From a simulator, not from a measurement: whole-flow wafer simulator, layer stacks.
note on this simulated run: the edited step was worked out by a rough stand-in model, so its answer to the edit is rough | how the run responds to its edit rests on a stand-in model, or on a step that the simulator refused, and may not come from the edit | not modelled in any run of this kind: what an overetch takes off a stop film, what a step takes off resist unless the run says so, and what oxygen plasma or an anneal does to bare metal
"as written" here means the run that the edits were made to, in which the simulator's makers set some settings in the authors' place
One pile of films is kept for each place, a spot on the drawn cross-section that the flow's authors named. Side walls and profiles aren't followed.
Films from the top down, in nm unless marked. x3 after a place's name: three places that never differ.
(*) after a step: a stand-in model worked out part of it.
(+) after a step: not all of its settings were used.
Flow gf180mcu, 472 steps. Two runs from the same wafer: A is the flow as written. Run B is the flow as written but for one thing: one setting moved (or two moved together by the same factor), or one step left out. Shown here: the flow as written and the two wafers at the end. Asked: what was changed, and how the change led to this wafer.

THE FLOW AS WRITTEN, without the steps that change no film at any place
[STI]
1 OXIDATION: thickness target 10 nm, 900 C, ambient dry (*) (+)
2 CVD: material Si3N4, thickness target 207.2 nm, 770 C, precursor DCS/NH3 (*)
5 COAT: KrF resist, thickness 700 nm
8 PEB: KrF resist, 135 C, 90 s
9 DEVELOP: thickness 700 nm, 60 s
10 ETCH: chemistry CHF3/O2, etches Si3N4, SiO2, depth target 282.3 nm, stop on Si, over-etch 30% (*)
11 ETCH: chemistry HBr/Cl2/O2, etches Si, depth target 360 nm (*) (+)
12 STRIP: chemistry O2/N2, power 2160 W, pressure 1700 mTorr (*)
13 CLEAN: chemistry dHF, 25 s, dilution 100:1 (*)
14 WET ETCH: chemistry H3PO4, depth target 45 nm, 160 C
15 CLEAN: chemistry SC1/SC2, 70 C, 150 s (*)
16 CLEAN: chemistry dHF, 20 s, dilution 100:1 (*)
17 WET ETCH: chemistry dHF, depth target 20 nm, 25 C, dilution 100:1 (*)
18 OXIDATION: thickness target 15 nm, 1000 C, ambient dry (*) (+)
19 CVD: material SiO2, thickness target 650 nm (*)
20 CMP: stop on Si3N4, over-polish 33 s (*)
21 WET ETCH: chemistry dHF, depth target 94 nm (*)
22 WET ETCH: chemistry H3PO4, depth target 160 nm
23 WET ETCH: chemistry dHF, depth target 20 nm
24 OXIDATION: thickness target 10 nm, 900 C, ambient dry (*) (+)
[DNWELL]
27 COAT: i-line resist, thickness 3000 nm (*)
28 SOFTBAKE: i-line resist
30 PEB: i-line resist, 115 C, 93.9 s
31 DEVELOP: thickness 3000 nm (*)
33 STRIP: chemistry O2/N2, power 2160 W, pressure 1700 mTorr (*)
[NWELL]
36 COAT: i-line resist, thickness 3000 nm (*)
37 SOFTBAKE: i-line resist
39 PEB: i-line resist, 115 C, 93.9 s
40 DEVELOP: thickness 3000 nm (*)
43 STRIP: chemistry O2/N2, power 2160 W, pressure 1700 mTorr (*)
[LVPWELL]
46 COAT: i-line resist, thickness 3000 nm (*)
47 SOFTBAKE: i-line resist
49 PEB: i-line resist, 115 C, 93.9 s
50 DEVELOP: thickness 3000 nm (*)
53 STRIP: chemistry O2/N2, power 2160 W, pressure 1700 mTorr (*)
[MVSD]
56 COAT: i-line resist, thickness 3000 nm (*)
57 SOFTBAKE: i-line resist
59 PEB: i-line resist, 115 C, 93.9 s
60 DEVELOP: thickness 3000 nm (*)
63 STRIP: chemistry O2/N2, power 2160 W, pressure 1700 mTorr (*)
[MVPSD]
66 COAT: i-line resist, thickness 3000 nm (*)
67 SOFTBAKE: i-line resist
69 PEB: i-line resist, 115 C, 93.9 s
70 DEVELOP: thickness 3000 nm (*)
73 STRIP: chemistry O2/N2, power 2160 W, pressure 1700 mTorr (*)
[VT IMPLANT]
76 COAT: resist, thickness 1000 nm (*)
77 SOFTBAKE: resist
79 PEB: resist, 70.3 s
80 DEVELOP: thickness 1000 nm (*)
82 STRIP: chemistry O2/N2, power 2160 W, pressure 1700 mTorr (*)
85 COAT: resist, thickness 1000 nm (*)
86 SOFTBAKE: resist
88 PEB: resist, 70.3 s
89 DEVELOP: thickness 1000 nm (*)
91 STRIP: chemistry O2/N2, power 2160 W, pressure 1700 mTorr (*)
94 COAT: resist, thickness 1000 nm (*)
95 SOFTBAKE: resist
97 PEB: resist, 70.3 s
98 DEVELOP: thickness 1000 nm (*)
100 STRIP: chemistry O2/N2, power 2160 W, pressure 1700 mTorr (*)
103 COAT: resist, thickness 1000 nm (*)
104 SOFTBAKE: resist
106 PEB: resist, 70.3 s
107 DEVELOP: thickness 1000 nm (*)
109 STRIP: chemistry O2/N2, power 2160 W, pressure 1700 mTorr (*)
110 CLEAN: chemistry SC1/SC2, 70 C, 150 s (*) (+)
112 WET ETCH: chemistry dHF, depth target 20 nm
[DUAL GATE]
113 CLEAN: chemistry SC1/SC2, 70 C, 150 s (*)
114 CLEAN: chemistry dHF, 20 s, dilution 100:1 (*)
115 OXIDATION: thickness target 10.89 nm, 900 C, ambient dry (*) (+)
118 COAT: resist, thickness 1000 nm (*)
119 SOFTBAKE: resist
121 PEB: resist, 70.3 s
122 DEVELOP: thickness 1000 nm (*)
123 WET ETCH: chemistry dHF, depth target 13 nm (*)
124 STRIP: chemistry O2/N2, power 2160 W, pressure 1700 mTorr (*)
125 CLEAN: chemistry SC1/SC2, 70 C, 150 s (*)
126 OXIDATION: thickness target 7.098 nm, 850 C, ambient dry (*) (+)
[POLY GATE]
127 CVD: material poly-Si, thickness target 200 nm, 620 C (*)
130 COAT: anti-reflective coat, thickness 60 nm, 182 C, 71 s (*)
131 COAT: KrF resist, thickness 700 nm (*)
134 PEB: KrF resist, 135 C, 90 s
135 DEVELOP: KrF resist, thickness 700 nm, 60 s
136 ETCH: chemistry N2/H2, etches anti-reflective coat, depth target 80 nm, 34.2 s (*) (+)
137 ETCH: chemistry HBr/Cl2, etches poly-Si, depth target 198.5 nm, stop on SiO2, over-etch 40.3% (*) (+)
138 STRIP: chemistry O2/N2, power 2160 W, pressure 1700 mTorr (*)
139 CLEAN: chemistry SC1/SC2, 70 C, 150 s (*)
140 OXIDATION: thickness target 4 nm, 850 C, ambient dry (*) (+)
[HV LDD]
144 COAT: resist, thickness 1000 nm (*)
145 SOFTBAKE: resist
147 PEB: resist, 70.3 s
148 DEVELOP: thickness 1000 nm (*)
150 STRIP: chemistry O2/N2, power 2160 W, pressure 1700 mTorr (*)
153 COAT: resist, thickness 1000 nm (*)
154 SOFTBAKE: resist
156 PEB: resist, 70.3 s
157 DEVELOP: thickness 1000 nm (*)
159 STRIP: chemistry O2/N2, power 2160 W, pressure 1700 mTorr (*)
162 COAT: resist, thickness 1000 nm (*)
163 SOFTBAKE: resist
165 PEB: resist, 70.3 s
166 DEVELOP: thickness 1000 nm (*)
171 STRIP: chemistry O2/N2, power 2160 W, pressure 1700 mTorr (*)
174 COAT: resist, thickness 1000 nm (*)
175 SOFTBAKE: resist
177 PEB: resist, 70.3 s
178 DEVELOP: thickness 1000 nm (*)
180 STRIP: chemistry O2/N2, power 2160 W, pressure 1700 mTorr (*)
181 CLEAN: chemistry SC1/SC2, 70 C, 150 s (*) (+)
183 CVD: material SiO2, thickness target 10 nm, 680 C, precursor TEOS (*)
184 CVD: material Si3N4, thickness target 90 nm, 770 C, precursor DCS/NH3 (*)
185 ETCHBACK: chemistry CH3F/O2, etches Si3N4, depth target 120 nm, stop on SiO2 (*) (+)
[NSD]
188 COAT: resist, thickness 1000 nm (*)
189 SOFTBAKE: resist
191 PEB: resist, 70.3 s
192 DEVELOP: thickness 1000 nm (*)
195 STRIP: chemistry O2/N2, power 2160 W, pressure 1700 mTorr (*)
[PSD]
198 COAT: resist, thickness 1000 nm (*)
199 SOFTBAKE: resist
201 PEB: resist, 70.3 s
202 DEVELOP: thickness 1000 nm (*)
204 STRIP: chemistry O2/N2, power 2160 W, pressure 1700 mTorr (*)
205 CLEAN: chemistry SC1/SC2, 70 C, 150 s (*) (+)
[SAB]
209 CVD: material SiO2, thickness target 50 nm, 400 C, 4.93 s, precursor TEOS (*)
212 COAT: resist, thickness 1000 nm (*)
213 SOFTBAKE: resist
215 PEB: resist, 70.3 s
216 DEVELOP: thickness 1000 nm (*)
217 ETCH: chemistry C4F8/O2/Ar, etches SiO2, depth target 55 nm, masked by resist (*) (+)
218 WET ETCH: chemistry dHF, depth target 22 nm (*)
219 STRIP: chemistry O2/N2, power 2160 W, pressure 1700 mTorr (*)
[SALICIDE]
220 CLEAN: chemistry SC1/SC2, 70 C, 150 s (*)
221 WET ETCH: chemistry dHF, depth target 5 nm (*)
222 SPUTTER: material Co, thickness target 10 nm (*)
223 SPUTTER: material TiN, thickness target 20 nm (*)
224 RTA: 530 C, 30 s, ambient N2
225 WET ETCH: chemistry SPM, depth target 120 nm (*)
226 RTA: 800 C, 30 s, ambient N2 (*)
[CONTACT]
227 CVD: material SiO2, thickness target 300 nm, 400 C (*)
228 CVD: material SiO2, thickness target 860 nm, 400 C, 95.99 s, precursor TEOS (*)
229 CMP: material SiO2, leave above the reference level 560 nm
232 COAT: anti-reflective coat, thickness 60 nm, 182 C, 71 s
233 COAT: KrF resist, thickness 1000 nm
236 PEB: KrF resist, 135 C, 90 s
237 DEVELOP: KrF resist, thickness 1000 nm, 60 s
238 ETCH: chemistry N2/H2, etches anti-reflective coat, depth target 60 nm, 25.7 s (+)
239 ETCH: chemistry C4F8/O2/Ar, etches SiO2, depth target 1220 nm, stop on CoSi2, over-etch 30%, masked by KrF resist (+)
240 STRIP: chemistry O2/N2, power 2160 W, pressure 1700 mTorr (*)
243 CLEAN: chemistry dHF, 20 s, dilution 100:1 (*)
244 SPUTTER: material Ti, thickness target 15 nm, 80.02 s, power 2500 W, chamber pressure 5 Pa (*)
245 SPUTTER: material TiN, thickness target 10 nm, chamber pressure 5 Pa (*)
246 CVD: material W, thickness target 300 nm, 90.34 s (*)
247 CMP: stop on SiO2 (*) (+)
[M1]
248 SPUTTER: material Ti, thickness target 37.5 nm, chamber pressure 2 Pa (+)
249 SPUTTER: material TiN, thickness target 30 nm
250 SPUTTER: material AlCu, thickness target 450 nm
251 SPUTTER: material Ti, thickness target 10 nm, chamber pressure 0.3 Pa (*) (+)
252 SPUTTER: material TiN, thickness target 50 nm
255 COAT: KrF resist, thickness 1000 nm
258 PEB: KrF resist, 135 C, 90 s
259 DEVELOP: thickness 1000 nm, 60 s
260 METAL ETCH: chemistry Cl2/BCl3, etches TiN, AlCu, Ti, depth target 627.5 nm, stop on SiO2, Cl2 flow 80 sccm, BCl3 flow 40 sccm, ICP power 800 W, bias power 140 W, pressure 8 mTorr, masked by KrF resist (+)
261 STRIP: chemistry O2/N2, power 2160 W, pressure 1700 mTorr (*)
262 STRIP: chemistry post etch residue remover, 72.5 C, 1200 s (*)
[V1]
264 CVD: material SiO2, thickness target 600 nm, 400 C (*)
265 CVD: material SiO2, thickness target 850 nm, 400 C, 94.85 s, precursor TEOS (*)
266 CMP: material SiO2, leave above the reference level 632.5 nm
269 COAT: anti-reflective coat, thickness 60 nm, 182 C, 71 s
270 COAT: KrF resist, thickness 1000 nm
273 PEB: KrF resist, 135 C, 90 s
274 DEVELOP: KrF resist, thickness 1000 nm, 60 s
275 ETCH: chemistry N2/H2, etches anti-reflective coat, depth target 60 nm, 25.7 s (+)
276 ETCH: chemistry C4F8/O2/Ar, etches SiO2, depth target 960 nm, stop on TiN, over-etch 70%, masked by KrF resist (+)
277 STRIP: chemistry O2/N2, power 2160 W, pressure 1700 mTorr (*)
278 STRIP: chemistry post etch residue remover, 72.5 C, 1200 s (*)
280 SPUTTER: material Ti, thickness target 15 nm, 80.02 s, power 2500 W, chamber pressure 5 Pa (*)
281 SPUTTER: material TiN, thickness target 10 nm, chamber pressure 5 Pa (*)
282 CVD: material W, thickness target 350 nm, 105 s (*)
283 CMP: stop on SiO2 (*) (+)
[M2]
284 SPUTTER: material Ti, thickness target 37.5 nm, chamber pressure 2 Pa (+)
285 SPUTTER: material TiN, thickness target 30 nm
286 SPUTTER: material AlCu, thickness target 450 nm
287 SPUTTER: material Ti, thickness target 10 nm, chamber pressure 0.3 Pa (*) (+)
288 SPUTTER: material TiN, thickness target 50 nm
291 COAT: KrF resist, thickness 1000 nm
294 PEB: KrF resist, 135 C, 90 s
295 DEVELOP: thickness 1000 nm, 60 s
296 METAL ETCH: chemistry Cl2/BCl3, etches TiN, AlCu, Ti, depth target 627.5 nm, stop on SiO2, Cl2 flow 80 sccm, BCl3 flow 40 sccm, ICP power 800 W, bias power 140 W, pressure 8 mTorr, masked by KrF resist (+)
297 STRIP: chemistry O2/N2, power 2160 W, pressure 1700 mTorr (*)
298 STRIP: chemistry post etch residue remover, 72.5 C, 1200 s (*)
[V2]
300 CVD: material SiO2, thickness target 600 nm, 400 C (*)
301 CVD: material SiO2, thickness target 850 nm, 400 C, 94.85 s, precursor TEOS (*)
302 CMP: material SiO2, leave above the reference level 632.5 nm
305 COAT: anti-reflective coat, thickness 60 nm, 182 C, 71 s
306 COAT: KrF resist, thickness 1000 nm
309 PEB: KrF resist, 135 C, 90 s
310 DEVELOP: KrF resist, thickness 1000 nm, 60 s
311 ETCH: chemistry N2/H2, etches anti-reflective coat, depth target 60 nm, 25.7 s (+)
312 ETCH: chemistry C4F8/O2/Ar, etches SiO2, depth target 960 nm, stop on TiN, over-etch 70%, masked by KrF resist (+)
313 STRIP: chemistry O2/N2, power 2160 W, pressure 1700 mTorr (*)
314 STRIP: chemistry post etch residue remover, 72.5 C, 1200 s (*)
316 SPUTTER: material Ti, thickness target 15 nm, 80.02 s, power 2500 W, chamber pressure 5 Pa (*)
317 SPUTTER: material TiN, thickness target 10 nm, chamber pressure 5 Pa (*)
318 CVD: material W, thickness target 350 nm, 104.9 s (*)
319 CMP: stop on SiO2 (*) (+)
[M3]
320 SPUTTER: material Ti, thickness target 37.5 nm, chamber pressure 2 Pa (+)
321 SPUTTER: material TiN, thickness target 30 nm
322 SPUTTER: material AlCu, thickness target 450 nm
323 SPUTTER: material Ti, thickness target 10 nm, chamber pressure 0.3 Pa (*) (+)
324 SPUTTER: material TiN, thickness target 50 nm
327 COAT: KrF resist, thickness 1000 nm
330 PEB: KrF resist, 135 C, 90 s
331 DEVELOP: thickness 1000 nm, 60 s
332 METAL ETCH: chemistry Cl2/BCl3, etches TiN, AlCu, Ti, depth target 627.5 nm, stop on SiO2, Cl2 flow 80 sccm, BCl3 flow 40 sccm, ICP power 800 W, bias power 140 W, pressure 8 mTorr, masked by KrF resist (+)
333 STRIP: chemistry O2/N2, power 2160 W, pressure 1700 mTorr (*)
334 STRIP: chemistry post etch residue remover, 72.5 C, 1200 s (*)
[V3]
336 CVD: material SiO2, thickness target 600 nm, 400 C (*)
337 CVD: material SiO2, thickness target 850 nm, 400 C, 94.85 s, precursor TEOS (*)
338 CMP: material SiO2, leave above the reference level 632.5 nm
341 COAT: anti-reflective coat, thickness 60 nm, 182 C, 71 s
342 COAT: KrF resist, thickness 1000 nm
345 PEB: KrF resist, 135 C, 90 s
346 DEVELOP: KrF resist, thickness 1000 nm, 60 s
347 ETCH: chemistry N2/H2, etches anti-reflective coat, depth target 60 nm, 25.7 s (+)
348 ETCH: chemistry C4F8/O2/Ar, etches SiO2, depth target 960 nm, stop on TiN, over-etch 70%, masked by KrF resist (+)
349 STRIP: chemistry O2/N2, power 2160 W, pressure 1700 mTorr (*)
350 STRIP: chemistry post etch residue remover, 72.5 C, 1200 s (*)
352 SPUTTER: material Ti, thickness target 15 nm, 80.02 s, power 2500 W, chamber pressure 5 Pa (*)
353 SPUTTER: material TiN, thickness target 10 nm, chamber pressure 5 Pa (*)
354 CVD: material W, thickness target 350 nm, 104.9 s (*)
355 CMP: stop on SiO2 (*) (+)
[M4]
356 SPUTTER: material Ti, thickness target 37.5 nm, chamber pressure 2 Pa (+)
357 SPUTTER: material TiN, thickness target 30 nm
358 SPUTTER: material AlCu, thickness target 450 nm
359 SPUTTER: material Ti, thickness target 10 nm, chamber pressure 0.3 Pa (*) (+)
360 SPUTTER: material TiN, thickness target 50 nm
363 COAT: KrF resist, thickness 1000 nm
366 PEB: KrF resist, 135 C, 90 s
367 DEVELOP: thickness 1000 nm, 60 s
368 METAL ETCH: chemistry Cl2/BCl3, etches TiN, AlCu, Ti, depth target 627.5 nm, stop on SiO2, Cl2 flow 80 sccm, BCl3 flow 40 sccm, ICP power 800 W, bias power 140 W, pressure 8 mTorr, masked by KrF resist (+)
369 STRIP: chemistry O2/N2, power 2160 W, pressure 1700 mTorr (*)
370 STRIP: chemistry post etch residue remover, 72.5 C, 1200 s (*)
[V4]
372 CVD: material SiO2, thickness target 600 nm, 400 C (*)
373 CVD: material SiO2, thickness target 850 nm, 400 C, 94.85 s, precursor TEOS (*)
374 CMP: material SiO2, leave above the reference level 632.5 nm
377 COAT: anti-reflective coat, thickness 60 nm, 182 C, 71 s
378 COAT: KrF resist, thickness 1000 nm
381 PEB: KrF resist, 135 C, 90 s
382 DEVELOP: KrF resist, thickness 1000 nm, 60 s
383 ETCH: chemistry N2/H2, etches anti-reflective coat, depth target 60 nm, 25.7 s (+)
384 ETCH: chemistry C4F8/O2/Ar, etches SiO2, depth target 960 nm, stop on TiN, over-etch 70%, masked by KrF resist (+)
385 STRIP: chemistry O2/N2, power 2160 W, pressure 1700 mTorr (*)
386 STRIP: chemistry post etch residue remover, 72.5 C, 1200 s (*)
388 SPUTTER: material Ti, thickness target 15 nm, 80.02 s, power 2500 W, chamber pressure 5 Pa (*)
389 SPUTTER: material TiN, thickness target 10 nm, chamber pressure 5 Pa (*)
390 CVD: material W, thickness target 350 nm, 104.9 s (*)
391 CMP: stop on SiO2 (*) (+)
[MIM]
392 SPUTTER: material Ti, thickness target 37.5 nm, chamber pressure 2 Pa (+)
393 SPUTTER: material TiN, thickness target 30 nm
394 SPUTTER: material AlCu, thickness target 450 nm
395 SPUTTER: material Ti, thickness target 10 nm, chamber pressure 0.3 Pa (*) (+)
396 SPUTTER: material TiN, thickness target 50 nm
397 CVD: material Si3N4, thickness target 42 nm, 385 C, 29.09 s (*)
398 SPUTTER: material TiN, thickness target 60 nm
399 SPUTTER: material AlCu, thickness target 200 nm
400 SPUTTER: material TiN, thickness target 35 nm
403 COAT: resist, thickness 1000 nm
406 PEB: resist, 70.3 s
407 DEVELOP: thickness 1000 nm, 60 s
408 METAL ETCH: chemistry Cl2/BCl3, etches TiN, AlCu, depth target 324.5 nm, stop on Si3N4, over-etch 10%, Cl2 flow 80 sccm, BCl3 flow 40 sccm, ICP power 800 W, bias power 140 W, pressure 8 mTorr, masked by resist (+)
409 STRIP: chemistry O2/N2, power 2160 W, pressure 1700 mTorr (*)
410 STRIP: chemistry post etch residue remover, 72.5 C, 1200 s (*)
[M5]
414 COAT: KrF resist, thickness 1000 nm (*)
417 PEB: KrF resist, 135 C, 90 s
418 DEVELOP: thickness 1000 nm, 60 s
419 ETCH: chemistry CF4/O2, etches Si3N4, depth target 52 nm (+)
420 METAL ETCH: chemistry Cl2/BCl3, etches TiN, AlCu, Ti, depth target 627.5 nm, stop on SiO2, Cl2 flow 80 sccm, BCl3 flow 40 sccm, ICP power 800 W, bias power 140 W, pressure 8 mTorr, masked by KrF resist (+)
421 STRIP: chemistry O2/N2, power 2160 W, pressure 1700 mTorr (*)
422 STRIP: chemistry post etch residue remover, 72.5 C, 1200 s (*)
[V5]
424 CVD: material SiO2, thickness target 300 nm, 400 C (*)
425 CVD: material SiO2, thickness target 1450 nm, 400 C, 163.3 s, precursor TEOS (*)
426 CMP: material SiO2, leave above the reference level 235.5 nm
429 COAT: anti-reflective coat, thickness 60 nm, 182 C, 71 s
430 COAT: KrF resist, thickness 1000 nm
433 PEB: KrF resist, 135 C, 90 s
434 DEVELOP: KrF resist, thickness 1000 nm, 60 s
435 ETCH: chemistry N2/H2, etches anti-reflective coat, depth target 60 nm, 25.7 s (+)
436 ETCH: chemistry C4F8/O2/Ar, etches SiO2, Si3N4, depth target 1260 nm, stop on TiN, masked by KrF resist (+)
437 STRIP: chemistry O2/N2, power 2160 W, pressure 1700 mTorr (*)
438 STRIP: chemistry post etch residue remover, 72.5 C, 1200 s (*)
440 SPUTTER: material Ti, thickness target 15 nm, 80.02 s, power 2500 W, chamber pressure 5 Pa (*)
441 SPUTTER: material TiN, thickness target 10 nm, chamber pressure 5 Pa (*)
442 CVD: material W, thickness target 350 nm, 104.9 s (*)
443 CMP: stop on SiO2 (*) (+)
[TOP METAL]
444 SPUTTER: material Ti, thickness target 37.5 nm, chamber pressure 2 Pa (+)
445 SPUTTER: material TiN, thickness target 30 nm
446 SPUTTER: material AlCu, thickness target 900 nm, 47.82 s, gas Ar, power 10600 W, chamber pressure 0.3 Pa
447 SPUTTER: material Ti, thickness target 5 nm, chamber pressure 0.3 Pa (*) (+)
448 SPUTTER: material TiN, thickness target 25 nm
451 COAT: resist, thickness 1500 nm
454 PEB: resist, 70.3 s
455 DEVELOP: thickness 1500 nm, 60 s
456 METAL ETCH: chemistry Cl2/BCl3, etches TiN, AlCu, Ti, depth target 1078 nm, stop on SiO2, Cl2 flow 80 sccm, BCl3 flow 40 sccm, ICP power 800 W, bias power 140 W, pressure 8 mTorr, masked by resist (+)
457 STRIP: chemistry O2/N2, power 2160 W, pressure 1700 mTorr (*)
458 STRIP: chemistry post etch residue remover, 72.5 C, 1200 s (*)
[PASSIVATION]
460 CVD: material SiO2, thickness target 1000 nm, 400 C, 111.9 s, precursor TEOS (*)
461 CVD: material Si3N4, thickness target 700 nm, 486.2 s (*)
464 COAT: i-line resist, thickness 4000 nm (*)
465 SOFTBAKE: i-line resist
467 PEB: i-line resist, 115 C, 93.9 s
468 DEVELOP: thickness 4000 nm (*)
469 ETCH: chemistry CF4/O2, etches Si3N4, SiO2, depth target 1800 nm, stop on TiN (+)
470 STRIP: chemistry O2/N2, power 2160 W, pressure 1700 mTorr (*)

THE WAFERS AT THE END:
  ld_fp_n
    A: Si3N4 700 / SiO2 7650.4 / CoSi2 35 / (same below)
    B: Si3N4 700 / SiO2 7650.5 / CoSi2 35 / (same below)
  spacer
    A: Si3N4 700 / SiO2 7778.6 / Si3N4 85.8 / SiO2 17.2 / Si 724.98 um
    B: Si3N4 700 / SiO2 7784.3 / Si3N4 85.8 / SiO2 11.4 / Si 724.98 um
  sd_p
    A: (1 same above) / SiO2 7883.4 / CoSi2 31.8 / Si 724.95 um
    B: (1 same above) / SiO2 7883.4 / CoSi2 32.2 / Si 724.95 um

The cause: step 183, CVD: thickness target 4.25 nm was run, where the flow has thickness target 10 nm.

How the change led to this, step by step:
  183 CVD: material SiO2, thickness target 10 nm, 680 C, precursor TEOS (*)
      field, field__w1, field__w2 and 99 more: A SiO2 +10 | B SiO2 +4.25
      ld_drift_p: A SiO2 +9.87 | B SiO2 +4.19
      (and at 1 more place)
  189 SOFTBAKE: resist
      active_hv: A resist +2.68 | B resist -0.54
      field_sub__w1: A resist +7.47 | B resist +9.67
  199 SOFTBAKE: resist
      active_hv: A resist +2.68 | B resist -0.54
      field_sub__w1: A resist +7.47 | B resist +9.67
  217 ETCH: chemistry C4F8/O2/Ar, etches SiO2, depth target 55 nm, masked by resist (*) (+)
      gate, gate_hv, gate_p and 23 more: A SiO2 -55 | B SiO2 -54.7 (all of it)
  218 WET ETCH: chemistry dHF, depth target 22 nm (*)
      gate, gate_hv, gate_p and 23 more: A SiO2 -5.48 (all of it) | B nothing
      active, p_well, sd_n, iso_ptap_pw, iso_ntap_nw, iso_ptap_sub, vpnp_e: A SiO2 -9.01 (all of it) | B SiO2 -3.26 (all of it)
      (and at 16 more places)
  229 CMP: material SiO2, leave above the reference level 560 nm
      field_sub, field_sub__w2: A SiO2 -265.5 | B SiO2 -259.3
      field__w1: A SiO2 -283.7 | B SiO2 -277.6
      (and at 13 more places)
